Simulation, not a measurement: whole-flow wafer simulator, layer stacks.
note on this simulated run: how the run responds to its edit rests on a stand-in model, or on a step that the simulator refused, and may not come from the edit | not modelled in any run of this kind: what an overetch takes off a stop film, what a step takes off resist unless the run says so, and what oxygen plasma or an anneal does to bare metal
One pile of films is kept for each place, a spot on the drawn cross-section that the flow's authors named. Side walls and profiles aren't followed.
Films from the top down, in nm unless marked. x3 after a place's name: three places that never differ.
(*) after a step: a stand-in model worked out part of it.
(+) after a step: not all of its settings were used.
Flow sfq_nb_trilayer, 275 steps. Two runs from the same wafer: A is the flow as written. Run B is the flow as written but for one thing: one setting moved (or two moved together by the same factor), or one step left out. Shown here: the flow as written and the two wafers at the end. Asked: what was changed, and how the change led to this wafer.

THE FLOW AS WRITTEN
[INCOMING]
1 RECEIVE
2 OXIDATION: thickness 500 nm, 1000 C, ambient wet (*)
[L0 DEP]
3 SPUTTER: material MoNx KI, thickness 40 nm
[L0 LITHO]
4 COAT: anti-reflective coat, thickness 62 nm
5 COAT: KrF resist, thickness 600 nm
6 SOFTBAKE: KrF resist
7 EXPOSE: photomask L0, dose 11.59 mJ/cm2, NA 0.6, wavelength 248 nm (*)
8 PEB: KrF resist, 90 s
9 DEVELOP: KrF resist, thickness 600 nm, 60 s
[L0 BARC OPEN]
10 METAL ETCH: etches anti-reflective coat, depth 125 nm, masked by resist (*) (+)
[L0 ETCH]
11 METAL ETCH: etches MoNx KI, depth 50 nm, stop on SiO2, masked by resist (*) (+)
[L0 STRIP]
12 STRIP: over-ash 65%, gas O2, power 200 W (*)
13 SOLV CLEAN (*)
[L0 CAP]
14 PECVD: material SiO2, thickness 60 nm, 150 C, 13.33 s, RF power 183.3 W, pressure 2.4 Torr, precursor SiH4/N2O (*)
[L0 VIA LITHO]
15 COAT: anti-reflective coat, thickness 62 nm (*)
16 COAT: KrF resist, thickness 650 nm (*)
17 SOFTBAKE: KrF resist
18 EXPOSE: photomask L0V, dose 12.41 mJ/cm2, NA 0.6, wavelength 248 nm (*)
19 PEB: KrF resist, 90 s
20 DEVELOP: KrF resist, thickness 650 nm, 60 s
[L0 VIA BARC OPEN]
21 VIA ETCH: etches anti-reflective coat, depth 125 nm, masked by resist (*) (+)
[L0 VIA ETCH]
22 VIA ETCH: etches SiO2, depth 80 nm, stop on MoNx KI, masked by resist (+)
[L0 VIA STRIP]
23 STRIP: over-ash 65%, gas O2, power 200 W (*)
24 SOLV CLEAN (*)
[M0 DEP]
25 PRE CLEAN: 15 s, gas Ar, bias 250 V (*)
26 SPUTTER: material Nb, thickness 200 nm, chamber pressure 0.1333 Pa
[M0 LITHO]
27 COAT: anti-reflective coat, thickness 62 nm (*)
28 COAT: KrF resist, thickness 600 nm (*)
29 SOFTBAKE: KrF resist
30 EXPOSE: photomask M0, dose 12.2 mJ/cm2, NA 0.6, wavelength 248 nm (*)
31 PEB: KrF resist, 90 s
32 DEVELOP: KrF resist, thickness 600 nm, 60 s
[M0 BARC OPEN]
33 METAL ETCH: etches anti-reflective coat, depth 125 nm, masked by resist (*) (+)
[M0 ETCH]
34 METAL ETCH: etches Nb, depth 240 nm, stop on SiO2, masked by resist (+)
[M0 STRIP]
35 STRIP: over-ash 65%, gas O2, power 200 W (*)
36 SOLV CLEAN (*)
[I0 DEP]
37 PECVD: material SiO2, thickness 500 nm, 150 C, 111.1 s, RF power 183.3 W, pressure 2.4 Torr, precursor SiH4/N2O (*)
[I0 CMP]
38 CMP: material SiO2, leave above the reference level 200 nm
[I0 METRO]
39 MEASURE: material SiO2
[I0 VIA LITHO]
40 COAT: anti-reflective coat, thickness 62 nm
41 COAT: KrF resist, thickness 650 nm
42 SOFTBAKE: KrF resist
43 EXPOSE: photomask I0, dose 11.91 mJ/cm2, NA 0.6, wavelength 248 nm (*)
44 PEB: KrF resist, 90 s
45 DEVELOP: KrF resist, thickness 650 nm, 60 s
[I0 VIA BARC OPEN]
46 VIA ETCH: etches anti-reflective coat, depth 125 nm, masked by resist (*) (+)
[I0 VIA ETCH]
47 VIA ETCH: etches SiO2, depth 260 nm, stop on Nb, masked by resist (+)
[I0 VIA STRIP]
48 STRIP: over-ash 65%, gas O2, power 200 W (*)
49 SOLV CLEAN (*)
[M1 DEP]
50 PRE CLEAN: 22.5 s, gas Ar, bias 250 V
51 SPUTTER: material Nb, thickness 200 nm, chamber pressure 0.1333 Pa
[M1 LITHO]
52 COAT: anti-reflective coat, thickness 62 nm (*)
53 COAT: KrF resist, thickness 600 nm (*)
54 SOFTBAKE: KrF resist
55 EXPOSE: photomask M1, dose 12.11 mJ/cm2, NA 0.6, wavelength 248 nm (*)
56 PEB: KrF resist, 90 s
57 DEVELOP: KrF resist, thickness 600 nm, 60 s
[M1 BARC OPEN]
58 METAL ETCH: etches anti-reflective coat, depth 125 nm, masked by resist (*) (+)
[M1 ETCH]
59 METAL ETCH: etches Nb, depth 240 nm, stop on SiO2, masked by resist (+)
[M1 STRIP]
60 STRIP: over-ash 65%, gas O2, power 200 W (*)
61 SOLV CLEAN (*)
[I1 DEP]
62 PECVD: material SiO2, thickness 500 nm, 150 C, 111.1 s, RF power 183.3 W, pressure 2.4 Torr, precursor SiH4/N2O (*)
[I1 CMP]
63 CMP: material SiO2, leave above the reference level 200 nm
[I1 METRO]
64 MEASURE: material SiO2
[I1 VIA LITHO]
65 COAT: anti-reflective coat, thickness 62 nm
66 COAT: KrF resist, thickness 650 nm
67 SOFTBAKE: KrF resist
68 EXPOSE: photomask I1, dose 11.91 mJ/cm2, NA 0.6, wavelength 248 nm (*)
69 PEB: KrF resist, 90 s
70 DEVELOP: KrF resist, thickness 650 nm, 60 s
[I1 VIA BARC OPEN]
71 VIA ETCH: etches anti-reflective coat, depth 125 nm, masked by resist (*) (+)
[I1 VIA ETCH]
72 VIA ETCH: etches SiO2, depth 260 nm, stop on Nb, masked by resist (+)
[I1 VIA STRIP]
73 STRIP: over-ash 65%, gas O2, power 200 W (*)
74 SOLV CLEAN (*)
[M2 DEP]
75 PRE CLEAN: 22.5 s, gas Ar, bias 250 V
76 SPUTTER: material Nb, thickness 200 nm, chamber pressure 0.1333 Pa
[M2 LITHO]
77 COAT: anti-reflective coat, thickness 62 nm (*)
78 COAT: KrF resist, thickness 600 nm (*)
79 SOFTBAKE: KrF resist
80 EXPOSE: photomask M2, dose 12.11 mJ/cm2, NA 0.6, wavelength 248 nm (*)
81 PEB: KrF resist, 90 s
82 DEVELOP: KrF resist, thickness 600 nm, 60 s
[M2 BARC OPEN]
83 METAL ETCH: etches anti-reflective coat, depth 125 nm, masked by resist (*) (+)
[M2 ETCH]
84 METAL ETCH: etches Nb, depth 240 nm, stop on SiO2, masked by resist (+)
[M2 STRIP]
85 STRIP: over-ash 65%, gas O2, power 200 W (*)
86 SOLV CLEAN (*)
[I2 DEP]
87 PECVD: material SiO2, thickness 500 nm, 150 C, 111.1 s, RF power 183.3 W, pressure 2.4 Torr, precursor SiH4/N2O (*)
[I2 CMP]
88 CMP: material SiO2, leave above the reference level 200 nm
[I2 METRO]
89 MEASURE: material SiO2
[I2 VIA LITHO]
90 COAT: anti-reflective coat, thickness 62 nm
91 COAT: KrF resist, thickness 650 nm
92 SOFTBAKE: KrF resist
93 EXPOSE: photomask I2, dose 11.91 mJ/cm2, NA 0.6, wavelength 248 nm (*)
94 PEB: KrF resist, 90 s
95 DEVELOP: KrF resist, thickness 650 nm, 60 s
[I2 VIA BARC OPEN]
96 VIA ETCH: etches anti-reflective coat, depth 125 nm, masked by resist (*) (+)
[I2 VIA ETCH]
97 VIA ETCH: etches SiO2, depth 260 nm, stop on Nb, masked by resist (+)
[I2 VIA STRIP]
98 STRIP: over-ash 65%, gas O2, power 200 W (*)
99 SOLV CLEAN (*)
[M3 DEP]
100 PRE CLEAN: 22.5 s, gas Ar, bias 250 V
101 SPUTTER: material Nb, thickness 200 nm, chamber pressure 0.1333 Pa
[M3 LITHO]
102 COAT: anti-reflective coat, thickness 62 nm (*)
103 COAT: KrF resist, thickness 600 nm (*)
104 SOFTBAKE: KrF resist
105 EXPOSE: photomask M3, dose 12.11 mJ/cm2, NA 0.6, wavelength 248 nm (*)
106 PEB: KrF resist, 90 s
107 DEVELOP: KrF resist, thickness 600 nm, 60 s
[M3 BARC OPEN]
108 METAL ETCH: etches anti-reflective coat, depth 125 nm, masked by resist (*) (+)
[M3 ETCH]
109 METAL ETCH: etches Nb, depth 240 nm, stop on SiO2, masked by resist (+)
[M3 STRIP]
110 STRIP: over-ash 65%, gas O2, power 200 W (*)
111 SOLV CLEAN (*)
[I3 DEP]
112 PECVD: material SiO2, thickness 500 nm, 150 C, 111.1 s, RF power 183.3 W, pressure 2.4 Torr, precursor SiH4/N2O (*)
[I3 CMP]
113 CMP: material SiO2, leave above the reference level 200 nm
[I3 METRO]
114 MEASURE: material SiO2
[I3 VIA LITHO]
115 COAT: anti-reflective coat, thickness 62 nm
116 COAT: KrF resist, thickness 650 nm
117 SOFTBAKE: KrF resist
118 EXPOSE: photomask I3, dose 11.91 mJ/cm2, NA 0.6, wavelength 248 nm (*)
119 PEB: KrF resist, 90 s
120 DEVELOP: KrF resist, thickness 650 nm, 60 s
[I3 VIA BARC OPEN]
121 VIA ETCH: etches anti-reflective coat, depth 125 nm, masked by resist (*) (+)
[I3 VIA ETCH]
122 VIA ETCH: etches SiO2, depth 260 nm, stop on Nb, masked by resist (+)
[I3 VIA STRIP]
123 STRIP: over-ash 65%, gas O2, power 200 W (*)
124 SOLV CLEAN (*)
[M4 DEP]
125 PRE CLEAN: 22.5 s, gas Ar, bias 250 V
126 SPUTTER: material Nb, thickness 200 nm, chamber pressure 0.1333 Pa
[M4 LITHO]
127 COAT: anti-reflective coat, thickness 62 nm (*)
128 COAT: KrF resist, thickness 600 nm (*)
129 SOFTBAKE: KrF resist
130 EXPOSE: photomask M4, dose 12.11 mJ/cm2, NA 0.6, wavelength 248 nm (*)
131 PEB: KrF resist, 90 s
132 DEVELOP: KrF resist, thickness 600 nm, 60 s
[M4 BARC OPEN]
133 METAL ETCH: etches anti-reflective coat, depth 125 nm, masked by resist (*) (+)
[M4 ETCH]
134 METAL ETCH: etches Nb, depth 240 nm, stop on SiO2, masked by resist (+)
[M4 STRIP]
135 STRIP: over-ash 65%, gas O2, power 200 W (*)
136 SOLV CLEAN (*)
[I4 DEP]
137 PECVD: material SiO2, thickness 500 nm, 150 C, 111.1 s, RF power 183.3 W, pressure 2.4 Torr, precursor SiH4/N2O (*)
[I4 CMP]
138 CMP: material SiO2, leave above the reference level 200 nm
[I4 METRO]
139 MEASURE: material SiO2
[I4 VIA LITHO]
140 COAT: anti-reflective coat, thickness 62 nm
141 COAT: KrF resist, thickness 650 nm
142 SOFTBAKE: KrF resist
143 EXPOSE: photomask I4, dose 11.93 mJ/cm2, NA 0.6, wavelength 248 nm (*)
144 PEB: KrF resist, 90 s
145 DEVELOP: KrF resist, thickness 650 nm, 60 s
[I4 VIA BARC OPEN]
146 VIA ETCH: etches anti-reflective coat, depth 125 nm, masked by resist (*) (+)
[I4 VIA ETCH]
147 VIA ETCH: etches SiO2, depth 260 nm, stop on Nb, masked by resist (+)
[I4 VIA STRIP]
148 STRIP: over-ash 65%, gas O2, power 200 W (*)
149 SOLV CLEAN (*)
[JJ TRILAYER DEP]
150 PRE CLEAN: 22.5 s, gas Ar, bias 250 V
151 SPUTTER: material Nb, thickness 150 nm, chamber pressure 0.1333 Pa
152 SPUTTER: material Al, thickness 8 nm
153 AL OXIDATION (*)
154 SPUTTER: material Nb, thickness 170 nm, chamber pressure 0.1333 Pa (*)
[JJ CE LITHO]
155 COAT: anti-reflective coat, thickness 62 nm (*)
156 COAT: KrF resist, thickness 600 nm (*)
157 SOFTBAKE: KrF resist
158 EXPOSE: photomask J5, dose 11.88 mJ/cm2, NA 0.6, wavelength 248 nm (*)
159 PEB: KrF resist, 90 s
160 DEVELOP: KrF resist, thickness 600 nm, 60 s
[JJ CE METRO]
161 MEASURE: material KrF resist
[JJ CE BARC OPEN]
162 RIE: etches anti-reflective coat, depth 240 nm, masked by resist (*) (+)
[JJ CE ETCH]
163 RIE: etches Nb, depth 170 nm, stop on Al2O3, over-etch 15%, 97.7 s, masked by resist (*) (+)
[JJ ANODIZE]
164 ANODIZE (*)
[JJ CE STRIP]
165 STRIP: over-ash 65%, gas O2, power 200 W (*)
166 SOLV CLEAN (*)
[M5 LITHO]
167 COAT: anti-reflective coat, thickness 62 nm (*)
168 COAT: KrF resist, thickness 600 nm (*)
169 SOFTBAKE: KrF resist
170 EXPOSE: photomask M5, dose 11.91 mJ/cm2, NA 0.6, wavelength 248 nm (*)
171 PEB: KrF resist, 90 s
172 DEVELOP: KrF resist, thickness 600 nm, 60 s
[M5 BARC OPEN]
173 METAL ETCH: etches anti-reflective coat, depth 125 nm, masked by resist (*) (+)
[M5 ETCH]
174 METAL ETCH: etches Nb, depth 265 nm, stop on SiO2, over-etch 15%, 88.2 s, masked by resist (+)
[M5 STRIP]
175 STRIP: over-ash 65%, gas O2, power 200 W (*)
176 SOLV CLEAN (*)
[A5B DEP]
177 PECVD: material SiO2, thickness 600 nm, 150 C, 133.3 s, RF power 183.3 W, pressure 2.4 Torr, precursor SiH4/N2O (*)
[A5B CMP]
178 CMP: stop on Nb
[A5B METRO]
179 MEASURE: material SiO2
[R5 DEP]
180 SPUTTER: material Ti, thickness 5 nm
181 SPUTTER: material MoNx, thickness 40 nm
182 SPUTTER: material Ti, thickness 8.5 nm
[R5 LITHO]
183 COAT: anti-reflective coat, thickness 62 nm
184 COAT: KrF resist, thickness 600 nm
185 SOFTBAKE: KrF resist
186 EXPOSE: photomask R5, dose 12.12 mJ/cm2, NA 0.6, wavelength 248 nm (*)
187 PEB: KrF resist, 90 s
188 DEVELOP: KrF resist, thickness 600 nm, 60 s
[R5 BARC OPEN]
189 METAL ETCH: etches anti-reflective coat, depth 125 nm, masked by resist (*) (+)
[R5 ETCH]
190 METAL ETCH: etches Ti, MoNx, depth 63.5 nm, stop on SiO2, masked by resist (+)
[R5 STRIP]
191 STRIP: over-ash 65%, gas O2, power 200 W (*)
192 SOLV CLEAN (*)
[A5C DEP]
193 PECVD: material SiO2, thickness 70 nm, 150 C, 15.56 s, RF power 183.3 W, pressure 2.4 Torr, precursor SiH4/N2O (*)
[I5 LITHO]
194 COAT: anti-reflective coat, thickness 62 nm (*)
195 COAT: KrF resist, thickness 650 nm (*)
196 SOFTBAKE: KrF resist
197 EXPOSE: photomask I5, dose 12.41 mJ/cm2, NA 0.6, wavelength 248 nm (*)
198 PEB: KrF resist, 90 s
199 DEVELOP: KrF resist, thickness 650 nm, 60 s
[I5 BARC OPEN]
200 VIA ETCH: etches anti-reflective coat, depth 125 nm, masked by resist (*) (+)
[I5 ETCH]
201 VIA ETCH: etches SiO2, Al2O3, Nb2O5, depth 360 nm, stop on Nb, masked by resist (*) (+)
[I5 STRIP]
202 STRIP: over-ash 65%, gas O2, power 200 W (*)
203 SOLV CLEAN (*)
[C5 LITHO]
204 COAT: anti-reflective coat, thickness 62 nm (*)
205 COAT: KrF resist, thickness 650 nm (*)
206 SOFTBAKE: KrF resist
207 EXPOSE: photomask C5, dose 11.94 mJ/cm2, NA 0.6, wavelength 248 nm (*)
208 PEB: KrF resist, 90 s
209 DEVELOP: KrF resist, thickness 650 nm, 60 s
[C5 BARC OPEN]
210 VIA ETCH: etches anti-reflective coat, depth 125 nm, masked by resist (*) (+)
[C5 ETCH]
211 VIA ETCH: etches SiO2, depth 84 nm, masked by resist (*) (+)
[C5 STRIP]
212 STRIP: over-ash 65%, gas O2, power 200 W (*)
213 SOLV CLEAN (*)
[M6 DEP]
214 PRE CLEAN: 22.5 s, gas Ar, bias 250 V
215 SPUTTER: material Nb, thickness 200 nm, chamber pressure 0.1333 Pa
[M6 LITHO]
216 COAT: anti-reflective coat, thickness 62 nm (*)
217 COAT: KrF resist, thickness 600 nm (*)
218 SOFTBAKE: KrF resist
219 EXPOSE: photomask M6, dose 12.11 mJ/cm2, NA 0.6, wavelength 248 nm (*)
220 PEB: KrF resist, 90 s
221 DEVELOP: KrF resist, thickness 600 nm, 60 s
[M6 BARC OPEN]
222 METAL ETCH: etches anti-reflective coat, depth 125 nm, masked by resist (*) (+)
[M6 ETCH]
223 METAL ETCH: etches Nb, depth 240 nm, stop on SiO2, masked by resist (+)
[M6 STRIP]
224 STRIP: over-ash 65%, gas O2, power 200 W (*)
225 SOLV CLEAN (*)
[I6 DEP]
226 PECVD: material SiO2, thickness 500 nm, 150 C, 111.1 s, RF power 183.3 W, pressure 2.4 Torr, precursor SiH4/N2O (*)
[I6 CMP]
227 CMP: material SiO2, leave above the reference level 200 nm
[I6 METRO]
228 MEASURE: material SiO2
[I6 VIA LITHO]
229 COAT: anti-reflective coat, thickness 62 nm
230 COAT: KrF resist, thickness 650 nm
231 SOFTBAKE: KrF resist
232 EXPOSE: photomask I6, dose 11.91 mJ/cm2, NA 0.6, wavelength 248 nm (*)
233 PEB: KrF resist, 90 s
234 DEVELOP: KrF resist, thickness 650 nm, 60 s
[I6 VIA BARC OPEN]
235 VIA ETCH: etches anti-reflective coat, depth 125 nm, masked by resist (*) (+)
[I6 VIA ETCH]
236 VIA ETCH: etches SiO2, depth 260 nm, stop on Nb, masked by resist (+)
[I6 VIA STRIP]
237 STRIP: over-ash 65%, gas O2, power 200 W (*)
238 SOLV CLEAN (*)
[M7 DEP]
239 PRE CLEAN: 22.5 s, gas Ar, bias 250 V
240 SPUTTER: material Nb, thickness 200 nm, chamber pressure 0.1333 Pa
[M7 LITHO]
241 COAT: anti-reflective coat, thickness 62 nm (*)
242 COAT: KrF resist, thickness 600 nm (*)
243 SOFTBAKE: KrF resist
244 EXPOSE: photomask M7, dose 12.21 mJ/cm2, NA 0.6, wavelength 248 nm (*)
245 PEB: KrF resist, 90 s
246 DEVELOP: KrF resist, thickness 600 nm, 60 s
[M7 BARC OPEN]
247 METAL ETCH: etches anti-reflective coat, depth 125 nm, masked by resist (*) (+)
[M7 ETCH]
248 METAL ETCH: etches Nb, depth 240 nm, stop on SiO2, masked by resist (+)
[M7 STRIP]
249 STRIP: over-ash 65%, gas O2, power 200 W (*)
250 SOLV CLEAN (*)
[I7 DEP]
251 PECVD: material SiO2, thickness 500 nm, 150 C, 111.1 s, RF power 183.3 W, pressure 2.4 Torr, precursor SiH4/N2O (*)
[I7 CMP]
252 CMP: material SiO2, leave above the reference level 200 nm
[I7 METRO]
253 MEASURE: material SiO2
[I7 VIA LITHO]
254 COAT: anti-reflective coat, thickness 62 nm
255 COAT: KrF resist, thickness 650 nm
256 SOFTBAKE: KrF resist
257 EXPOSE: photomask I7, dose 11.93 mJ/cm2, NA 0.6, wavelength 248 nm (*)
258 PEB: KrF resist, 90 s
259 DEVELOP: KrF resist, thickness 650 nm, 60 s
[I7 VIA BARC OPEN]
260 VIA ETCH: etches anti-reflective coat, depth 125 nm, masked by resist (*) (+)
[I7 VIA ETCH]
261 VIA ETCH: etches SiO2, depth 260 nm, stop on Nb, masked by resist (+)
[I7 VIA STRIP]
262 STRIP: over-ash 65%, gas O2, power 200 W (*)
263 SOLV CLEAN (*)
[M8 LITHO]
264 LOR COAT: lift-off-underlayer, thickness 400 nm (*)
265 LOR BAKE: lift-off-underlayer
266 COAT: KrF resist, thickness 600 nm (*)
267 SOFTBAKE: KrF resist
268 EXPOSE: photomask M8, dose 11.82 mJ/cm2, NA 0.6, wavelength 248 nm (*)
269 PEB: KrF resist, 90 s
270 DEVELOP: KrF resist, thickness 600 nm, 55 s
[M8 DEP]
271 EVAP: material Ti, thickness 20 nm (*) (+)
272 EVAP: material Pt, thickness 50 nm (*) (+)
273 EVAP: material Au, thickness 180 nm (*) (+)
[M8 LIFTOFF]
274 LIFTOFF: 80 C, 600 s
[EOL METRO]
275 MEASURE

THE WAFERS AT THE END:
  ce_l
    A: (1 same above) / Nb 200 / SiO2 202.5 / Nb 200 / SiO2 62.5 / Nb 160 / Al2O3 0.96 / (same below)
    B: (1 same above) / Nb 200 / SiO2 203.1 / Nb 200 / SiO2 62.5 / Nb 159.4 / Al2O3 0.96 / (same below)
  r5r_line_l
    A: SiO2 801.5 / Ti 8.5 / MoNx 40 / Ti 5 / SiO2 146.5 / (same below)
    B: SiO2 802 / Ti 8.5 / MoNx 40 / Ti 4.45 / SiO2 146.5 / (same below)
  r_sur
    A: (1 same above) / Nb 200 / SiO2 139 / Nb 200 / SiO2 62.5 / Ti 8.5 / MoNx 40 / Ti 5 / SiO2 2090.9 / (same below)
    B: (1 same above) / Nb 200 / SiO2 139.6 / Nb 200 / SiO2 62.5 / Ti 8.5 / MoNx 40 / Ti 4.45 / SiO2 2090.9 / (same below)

The cause: step 180, SPUTTER: thickness 4.45 nm was run, where the flow has thickness 5 nm.
It can be read off the wafer: r5r_line_l has Ti 4.45, and step 180 as written asks for 5 nm.

How the change led to this, step by step:
  180 SPUTTER: material Ti, thickness 5 nm
      field_l, v_sur, via_wl and 103 more: A Ti +5 (new film) | B Ti +4.45 (new film)
  190 METAL ETCH: etches Ti, MoNx, depth 63.5 nm, stop on SiO2, masked by resist (+)
      field_l, v_sur, via_wl and 92 more: A Ti -8.5 (all of it), MoNx -40 (all of it), Ti -5 (all of it) | B Ti -8.5 (all of it), MoNx -40 (all of it), Ti -4.45 (all of it)
      ce_l, c5j, ce_r, wl_jj: A Ti -8.5 (all of it), MoNx -40 (all of it), Ti -5 (all of it), Nb -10 | B Ti -8.5 (all of it), MoNx -40 (all of it), Ti -4.45 (all of it), Nb -10.6
